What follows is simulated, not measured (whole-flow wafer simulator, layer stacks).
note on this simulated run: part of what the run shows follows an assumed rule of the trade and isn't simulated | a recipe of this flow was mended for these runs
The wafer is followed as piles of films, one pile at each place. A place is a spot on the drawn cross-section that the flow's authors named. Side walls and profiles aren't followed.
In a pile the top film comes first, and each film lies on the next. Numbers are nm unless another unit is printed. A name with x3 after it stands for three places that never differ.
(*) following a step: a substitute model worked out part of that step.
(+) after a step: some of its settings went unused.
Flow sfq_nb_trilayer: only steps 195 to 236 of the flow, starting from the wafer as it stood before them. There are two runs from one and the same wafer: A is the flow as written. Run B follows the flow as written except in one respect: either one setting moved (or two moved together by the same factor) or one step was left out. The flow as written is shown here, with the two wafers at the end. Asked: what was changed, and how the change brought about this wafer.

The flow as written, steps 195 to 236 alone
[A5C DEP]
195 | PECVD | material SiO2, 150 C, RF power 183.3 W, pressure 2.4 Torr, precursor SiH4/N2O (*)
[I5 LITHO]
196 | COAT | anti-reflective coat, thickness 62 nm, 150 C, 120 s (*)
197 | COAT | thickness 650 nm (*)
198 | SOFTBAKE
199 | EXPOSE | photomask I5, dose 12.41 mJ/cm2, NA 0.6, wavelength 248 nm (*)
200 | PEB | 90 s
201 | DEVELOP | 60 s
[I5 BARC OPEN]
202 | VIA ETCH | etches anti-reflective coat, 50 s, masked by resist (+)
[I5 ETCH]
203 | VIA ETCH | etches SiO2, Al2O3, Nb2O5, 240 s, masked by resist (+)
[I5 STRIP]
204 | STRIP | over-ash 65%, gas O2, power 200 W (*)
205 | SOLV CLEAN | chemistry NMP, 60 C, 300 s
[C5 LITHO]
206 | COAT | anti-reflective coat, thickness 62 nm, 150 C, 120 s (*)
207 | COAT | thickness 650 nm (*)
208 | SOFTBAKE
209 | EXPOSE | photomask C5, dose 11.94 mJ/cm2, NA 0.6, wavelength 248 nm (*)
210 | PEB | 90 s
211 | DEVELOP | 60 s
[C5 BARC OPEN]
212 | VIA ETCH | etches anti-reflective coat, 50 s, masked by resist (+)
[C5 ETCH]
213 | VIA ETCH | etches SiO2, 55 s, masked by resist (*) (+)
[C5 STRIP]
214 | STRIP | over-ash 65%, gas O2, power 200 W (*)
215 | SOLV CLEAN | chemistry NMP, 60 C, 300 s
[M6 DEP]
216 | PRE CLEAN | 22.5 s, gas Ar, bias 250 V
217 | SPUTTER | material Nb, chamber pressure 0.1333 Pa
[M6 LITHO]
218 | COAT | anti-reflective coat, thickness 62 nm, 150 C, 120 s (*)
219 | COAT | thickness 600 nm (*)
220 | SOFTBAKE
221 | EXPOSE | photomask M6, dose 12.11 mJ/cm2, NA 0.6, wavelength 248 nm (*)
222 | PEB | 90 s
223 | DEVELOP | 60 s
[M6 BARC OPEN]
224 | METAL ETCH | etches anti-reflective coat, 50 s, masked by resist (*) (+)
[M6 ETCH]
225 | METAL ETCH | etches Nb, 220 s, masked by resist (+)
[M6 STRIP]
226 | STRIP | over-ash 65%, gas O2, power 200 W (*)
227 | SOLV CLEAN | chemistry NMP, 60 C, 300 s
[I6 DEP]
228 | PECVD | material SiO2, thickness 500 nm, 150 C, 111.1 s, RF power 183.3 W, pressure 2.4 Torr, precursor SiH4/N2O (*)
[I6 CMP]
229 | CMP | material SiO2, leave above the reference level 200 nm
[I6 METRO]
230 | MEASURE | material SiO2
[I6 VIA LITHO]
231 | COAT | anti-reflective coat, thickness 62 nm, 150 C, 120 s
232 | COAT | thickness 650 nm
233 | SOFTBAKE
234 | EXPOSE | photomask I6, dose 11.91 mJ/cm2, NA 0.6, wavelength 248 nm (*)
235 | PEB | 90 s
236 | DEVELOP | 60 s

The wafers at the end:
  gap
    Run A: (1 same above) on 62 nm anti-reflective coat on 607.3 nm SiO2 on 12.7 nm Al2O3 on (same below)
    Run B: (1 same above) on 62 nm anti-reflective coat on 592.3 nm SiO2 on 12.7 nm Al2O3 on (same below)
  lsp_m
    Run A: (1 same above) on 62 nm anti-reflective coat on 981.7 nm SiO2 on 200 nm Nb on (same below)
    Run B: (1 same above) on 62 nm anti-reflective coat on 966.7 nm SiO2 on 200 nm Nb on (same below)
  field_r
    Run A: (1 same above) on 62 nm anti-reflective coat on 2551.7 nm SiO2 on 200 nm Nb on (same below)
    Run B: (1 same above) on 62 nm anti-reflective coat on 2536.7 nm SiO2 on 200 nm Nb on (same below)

What caused this: step 195, PECVD: pressure 3.26 Torr was run, though the flow has pressure 2.4 Torr.

How this came from the change, step by step:
  195 | PECVD | material SiO2, 150 C, RF power 183.3 W, pressure 2.4 Torr, precursor SiH4/N2O (*)
      field_l, v_sur, via_wl and 92 more: A SiO2 gains 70 | B SiO2 gains 55
      ce_l, c5j, ce_r and 8 more: A SiO2 gains 70 (new film) | B SiO2 gains 55 (new film)
  203 | VIA ETCH | etches SiO2, Al2O3, Nb2O5, 240 s, masked by resist (+)
      be: A SiO2 loses 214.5 (all of it), Al2O3 loses 12.7 (all of it), Nb2O5 loses 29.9 (all of it), Nb loses 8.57 | B SiO2 loses 199.5 (all of it), Al2O3 loses 12.7 (all of it), Nb2O5 loses 29.9 (all of it), Nb loses 9.82
  213 | VIA ETCH | etches SiO2, 55 s, masked by resist (*) (+)
      c5j: A SiO2 loses 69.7 (all of it), Nb loses 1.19 | B SiO2 loses 54.7 (all of it), Nb loses 2.44
      res: A SiO2 loses 69.7 (all of it), Ti loses 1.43 | B SiO2 loses 54.6 (all of it), Ti loses 2.94
  217 | SPUTTER | material Nb, chamber pressure 0.1333 Pa
      be: A Nb gains 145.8 | B Nb gains 148.9
      c5j: A Nb gains 188.4 | B Nb gains 192.8
  218 | COAT | anti-reflective coat, thickness 62 nm, 150 C, 120 s (*)
      jj_sur: A anti-reflective coat gains 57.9 (new film) | B anti-reflective coat gains 60 (new film)
      ce_l: A anti-reflective coat gains 56.7 (new film) | B anti-reflective coat gains 60.3 (new film)
      (also at 6 further places)
  226 | STRIP | over-ash 65%, gas O2, power 200 W (*)
      be: A KrF-resist-other-grade loses 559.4 (all of it), anti-reflective coat loses 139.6 (all of it) | B KrF-resist-other-grade loses 547.4 (all of it), anti-reflective coat loses 137.2 (all of it)
      jj_sur: A KrF-resist-other-grade loses 361.7 (all of it), anti-reflective coat loses 57.9 (all of it) | B KrF-resist-other-grade loses 361.1 (all of it), anti-reflective coat loses 60 (all of it)
      (also at 7 further places)
  228 | PECVD | material SiO2, thickness 500 nm, 150 C, 111.1 s, RF power 183.3 W, pressure 2.4 Torr, precursor SiH4/N2O (*)
      be: A SiO2 gains 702 (new film) | B SiO2 gains 685 (new film)
      c5j: A SiO2 gains 514.7 (new film) | B SiO2 gains 500 (new film)
  229 | CMP | material SiO2, leave above the reference level 200 nm
      res: A SiO2 loses 279.3 | B SiO2 loses 295.5
